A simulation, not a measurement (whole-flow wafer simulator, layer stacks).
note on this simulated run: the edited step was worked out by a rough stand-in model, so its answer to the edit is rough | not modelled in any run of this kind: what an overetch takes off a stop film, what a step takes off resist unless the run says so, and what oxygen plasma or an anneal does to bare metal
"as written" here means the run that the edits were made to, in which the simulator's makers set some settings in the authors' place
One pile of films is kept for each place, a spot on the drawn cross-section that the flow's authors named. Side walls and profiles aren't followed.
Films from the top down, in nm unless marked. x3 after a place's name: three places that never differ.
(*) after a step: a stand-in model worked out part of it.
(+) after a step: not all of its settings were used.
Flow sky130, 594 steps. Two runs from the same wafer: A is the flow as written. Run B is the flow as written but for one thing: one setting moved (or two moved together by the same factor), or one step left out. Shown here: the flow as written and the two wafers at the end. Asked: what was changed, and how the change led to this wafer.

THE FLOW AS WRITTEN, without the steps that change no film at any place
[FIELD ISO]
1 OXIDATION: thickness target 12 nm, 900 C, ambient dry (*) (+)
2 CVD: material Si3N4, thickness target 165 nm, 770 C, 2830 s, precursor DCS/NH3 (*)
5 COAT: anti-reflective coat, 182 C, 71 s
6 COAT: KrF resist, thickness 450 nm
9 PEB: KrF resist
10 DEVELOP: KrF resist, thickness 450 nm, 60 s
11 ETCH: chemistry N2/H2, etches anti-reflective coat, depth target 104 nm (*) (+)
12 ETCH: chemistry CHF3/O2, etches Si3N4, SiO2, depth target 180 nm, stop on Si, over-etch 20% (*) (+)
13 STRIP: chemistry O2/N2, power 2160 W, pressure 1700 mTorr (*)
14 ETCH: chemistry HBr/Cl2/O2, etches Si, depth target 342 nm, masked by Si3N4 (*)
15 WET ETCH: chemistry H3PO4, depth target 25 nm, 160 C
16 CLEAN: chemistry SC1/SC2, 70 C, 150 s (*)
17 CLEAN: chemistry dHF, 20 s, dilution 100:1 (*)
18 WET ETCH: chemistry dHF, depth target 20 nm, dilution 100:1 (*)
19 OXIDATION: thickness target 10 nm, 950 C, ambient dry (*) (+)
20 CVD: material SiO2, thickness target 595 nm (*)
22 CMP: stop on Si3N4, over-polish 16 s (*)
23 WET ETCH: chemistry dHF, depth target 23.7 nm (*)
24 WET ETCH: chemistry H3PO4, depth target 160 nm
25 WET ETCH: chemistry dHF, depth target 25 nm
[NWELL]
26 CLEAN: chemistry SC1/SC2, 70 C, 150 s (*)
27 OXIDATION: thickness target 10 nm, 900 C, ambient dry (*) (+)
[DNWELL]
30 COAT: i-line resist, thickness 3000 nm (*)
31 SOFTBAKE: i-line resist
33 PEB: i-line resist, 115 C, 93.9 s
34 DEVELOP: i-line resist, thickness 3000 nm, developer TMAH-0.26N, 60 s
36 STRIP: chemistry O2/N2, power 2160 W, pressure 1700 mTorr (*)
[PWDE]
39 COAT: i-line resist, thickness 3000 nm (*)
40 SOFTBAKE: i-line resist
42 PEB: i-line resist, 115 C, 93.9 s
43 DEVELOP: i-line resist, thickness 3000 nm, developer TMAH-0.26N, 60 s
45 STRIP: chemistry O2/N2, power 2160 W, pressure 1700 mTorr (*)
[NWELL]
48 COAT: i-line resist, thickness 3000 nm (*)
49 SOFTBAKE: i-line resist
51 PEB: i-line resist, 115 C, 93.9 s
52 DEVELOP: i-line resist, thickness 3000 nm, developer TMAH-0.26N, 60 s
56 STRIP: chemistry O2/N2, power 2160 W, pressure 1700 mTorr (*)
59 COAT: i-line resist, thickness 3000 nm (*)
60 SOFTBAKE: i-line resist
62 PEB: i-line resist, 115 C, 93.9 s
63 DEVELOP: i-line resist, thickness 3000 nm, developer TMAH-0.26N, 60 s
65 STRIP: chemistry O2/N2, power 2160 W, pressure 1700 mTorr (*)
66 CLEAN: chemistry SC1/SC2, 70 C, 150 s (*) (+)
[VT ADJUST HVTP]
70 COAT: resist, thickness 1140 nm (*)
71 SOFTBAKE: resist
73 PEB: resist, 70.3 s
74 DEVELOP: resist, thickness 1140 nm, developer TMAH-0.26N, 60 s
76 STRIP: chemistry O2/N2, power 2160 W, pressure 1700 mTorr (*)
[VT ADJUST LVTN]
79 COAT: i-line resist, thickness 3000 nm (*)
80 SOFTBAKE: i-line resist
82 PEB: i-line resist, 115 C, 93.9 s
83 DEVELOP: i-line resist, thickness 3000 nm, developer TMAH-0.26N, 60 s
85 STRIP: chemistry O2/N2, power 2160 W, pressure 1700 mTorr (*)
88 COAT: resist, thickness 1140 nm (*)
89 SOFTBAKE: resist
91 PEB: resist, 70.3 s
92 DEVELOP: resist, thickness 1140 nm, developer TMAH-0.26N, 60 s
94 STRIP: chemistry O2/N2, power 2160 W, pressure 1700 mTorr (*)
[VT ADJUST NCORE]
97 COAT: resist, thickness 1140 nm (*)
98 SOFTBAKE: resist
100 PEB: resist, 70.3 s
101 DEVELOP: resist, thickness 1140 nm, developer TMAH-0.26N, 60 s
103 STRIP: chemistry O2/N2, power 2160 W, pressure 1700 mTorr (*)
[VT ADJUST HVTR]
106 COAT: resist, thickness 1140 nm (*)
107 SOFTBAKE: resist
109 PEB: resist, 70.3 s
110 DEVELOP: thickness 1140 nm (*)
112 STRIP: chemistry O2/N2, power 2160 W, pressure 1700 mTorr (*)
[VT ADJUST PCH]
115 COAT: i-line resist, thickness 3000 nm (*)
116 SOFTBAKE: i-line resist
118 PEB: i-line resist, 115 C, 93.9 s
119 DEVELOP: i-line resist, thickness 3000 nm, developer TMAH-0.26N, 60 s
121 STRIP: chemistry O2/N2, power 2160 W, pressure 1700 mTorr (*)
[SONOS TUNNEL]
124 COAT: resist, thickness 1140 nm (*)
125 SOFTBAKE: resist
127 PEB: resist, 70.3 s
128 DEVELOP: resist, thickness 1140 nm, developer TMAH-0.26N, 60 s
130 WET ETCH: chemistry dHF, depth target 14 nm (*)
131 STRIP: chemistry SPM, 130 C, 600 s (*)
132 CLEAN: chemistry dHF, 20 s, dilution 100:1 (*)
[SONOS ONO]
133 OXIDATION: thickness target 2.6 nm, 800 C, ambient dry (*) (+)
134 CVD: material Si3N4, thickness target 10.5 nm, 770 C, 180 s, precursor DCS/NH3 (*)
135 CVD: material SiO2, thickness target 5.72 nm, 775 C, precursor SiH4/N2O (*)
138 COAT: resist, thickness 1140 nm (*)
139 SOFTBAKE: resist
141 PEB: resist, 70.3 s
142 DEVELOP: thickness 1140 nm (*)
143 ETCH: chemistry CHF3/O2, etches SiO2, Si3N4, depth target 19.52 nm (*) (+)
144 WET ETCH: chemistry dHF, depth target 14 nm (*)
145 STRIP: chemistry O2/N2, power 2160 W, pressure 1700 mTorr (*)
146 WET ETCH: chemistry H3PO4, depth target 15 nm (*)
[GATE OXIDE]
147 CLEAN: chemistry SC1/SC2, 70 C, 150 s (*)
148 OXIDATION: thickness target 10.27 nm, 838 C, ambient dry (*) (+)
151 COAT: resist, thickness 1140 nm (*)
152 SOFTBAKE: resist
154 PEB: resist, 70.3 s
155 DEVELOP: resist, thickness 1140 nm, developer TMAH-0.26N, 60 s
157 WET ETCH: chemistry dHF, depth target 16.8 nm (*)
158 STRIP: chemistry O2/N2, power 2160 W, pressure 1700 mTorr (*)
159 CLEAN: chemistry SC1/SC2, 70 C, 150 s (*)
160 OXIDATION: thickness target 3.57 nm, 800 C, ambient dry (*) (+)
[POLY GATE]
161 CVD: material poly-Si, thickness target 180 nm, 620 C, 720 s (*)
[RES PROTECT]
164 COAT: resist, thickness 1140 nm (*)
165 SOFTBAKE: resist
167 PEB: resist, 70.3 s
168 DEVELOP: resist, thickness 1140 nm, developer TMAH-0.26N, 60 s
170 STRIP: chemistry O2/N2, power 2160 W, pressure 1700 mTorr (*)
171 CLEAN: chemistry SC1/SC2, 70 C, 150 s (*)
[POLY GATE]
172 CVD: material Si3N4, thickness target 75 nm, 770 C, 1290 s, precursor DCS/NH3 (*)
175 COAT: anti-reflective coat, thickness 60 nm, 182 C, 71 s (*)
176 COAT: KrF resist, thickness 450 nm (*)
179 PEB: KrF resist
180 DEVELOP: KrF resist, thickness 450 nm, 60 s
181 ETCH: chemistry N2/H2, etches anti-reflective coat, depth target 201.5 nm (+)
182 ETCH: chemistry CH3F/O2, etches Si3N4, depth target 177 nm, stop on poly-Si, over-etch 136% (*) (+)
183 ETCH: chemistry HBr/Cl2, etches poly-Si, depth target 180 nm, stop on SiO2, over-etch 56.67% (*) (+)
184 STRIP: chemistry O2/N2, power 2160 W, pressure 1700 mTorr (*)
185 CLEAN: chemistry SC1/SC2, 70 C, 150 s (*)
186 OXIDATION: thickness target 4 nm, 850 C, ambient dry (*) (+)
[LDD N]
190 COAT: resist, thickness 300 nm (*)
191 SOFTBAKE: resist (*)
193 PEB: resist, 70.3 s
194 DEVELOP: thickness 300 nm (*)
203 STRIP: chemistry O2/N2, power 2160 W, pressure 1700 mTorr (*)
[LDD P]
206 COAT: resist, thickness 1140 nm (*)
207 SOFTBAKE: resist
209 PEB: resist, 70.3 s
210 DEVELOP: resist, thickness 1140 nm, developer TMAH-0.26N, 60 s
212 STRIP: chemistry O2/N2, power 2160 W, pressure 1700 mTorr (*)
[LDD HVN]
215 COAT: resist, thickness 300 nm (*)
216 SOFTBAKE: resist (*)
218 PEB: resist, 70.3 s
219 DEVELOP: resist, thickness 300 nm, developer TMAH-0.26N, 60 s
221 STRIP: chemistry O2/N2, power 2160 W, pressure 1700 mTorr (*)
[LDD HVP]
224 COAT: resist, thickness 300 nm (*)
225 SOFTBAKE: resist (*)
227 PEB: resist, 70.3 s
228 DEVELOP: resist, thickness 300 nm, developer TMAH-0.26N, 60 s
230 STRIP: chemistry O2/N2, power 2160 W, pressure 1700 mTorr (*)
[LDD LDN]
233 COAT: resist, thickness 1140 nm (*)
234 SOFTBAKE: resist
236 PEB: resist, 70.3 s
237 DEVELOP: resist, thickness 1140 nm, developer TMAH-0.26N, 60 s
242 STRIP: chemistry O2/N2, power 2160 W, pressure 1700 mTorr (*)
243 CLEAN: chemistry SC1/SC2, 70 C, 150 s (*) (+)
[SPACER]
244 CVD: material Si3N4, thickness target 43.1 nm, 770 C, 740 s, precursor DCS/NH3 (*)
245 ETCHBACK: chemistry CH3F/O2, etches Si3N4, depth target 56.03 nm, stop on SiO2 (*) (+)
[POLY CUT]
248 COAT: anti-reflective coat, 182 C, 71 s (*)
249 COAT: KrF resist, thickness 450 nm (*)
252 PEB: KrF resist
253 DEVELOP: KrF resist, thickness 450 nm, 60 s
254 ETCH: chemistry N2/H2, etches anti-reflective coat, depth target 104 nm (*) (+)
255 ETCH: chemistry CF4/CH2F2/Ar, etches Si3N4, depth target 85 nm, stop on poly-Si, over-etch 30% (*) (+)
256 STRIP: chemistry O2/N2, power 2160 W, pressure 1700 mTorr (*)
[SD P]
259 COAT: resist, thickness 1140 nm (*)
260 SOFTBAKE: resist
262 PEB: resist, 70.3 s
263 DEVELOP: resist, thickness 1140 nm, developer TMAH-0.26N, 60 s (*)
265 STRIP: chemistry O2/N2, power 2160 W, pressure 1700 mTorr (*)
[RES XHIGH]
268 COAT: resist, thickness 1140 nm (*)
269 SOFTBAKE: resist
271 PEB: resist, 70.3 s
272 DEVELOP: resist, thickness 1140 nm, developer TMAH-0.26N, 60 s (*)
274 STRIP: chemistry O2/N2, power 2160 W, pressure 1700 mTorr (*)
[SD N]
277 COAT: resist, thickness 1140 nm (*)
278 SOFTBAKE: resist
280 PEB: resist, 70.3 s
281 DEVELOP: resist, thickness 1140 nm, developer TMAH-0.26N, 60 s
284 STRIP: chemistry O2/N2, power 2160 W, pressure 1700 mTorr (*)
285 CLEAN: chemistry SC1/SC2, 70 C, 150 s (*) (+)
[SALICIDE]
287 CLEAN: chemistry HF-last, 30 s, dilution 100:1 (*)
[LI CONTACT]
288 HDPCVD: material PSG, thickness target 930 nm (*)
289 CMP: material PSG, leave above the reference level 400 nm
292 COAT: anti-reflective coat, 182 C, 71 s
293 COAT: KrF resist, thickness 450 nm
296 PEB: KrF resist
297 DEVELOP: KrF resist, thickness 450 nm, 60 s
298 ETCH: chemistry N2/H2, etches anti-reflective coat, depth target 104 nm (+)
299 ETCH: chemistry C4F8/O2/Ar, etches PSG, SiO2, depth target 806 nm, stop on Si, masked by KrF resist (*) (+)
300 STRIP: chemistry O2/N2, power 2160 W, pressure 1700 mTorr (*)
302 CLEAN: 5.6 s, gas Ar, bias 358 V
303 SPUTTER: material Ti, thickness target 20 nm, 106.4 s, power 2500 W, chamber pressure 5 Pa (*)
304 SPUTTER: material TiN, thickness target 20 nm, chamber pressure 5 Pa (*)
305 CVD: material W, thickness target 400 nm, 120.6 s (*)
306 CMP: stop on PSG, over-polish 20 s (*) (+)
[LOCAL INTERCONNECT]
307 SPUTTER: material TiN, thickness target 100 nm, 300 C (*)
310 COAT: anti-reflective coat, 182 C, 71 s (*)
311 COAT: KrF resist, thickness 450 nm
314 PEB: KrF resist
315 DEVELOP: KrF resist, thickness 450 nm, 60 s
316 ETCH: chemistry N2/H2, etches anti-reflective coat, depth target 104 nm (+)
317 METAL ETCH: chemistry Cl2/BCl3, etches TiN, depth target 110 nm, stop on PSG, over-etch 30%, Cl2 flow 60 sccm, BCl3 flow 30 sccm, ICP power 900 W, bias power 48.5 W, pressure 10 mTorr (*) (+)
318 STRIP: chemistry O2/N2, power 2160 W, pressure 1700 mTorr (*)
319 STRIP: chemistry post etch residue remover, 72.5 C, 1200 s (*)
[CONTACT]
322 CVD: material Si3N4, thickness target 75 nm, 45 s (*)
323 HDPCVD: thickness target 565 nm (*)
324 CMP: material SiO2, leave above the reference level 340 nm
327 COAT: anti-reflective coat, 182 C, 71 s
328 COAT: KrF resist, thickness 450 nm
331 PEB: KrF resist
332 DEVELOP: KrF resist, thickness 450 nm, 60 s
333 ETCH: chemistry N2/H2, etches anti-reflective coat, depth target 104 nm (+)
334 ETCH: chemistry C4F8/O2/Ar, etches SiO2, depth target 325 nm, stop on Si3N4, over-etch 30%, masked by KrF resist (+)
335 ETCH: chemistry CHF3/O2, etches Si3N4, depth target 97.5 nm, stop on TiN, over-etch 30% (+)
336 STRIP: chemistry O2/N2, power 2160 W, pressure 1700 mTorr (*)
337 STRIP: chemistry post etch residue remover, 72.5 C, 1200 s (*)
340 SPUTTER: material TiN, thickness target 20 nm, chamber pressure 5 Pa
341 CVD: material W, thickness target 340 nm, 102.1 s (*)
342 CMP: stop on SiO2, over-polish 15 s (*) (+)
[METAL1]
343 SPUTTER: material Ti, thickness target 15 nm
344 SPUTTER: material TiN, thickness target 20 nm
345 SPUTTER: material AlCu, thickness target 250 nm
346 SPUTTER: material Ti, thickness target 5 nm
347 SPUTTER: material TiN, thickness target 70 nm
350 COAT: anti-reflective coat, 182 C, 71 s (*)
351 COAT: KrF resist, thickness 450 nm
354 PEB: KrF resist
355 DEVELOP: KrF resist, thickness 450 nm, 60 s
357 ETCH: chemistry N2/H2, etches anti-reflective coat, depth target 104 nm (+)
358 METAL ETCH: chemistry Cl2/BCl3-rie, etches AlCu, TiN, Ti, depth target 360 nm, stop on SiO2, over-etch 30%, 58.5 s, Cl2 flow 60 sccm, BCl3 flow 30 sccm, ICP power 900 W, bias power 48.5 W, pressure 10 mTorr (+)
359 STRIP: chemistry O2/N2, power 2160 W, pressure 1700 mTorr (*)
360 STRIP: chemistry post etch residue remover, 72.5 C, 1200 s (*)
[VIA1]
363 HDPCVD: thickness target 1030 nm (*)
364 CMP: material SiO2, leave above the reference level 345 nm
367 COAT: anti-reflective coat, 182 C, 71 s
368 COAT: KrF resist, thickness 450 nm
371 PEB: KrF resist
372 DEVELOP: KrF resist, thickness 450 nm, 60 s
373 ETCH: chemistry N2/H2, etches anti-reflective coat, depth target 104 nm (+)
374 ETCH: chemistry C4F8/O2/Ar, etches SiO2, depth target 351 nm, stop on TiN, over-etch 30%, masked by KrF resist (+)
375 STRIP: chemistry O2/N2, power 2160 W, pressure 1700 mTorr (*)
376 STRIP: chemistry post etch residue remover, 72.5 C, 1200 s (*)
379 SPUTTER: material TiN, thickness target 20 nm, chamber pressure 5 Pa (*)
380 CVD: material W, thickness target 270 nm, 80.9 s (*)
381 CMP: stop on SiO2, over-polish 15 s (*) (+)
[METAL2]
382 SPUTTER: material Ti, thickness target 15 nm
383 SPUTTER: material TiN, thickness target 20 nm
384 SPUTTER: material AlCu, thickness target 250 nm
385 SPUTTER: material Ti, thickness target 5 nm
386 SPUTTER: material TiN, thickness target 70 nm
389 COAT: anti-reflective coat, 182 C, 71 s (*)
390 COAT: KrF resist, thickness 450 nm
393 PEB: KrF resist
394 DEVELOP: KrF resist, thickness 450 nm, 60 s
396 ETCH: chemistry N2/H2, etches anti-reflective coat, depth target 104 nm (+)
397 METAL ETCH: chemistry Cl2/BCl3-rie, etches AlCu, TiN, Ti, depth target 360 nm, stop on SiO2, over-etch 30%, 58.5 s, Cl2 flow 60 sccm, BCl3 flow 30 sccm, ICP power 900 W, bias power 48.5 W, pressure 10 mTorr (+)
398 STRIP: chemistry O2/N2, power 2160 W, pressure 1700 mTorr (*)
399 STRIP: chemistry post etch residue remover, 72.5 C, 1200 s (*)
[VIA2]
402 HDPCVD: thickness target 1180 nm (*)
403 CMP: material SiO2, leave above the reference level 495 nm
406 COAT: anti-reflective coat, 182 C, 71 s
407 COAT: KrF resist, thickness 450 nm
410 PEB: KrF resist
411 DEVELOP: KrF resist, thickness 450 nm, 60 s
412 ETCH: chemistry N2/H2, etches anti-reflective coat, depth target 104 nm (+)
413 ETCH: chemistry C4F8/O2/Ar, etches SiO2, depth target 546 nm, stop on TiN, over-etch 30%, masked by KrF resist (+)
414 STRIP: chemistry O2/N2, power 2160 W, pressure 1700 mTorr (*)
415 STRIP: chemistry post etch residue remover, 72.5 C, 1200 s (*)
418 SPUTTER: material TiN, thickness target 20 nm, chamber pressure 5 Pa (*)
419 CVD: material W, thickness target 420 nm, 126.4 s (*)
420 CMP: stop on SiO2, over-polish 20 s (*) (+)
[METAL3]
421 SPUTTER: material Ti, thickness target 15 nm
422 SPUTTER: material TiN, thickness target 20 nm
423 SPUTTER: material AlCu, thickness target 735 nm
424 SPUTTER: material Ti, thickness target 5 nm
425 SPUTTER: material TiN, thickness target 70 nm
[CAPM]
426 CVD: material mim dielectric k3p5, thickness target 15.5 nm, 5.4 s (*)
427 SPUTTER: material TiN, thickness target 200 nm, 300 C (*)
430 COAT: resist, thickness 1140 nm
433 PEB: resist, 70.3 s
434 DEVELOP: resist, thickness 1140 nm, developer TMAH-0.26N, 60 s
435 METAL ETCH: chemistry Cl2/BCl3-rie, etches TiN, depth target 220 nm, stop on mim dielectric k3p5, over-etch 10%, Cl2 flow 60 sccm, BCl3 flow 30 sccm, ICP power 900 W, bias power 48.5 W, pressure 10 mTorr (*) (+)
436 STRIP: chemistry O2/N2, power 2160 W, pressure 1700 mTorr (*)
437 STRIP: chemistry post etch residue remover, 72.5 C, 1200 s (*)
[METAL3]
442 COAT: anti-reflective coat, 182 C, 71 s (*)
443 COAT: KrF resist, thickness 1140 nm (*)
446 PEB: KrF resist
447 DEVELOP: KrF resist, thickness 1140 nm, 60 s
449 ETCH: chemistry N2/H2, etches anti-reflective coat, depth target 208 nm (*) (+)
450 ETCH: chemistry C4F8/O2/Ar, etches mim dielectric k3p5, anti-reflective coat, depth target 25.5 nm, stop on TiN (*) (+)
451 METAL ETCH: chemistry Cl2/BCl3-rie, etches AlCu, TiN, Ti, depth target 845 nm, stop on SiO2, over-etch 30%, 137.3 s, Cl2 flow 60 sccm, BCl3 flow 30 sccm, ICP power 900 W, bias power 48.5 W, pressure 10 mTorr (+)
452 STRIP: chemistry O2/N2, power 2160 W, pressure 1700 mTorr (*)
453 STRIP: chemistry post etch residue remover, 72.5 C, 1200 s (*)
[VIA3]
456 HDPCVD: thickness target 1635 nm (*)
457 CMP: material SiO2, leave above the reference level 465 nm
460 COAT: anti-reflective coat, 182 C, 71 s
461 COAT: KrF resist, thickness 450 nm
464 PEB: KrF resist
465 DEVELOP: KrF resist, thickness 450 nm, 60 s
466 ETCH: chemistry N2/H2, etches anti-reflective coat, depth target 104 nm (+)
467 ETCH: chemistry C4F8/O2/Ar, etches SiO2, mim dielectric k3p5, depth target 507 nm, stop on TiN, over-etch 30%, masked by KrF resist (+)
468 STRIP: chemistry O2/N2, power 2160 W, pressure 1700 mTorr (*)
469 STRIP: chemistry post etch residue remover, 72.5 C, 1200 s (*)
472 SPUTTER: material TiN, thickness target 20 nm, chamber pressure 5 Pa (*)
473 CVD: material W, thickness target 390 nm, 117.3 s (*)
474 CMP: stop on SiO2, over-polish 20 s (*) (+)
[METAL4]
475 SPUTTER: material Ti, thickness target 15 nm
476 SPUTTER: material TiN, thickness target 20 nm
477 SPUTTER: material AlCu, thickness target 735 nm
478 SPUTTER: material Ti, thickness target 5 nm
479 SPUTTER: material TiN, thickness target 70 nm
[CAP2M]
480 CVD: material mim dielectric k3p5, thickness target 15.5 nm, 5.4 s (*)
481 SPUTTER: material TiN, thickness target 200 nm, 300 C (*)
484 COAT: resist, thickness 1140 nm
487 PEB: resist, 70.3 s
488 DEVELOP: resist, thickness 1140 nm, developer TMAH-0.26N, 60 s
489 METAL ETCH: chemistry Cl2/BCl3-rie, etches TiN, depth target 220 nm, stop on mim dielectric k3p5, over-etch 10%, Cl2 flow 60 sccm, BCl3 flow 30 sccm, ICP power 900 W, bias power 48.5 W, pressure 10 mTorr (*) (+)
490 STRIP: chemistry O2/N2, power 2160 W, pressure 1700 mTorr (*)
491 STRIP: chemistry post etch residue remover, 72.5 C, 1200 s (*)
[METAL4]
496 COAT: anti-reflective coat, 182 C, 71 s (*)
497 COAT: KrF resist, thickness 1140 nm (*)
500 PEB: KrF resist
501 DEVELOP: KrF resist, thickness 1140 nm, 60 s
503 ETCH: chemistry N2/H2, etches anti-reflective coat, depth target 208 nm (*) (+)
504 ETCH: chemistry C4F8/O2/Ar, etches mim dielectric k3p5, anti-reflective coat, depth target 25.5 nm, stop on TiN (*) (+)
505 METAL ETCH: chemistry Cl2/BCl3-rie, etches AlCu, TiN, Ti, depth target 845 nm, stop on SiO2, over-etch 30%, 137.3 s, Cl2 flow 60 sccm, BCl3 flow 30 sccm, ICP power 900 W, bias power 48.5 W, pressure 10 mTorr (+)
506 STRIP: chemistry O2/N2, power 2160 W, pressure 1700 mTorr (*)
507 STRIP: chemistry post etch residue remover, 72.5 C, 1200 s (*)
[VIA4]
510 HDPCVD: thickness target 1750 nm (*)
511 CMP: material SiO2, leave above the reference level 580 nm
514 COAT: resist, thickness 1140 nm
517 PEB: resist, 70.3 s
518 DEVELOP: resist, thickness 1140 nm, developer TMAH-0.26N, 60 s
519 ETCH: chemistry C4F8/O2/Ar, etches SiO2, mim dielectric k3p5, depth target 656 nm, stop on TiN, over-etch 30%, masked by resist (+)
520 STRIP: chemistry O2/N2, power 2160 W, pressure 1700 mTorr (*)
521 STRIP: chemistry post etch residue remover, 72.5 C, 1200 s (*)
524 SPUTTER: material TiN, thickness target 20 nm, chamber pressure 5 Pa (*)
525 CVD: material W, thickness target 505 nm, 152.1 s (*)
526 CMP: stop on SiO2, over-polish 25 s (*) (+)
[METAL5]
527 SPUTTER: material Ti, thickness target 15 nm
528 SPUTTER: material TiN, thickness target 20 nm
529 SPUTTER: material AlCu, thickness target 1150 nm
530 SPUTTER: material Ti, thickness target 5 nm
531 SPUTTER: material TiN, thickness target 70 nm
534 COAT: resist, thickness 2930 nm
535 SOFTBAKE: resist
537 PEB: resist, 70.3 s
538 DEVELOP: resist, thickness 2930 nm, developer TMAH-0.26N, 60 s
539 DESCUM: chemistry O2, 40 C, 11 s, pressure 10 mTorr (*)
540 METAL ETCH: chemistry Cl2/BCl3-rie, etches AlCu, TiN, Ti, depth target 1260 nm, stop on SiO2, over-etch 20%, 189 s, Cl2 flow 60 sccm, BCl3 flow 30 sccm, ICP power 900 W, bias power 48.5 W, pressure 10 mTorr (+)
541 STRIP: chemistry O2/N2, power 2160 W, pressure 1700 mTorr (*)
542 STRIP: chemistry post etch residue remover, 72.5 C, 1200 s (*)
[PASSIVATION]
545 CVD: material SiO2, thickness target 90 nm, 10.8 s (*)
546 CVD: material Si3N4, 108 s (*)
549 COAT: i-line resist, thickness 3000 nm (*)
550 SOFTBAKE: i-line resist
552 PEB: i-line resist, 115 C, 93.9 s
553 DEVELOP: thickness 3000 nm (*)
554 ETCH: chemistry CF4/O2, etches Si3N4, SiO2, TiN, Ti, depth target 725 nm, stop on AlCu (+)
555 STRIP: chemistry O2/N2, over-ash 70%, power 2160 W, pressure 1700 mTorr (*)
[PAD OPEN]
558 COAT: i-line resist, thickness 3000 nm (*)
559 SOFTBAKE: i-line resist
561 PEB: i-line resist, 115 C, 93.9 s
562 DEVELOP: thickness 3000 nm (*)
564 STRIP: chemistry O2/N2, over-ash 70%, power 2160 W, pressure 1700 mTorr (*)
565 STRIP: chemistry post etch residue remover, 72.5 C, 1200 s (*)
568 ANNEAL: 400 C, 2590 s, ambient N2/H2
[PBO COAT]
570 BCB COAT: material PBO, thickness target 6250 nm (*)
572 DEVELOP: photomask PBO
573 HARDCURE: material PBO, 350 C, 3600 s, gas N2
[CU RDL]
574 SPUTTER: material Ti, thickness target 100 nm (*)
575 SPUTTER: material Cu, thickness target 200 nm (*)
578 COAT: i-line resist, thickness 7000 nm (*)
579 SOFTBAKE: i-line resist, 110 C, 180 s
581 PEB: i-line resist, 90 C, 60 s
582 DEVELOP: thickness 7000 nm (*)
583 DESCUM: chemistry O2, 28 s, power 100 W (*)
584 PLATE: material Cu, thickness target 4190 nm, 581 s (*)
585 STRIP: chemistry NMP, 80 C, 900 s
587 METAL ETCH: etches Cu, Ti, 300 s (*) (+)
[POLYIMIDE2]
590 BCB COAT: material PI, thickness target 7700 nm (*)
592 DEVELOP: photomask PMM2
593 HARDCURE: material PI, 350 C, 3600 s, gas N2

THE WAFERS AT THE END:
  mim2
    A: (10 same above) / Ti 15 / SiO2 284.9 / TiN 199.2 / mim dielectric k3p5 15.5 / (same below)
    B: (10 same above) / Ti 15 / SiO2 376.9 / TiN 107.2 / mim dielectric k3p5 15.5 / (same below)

The cause: step 481, SPUTTER: thickness target 108 nm was run, where the flow has thickness target 200 nm.

How the change led to this, step by step:
  481 SPUTTER: material TiN, thickness target 200 nm, 300 C (*)
      field, active, n_well and 189 more: A TiN +200 (new film) | B TiN +108 (new film)
  489 METAL ETCH: chemistry Cl2/BCl3-rie, etches TiN, depth target 220 nm, stop on mim dielectric k3p5, over-etch 10%, Cl2 flow 60 sccm, BCl3 flow 30 sccm, ICP power 900 W, bias power 48.5 W, pressure 10 mTorr (*) (+)
      field, active, n_well and 188 more: A TiN -200 (all of it) | B TiN -108 (all of it)
      mim2: A resist -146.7 | B resist -79.2
  490 STRIP: chemistry O2/N2, power 2160 W, pressure 1700 mTorr (*)
      mim2: A resist -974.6 (all of it) | B resist -1042.1 (all of it)
  496 COAT: anti-reflective coat, 182 C, 71 s (*)
      iso_guard__w2: A anti-reflective coat +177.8 (new film) | B anti-reflective coat +119.6 (new film)
      mim2: A anti-reflective coat +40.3 (new film) | B anti-reflective coat +30.7 (new film)
  497 COAT: KrF resist, thickness 1140 nm (*)
      iso_guard__w2: A KrF resist +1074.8 (new film) | B KrF resist +1114.1 (new film)
      mim2: A KrF resist +1018.9 (new film) | B KrF resist +1097.4 (new film)
  506 STRIP: chemistry O2/N2, power 2160 W, pressure 1700 mTorr (*)
      iso_guard__w2: A KrF resist -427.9 (all of it), anti-reflective coat -177.8 (all of it) | B KrF resist -467.1 (all of it), anti-reflective coat -119.6 (all of it)
      mim2: A KrF resist -372.1 (all of it), anti-reflective coat -40.3 (all of it) | B KrF resist -450.4 (all of it), anti-reflective coat -30.7 (all of it)
  511 CMP: material SiO2, leave above the reference level 580 nm
      mim2: A SiO2 -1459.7 | B SiO2 -1367.7
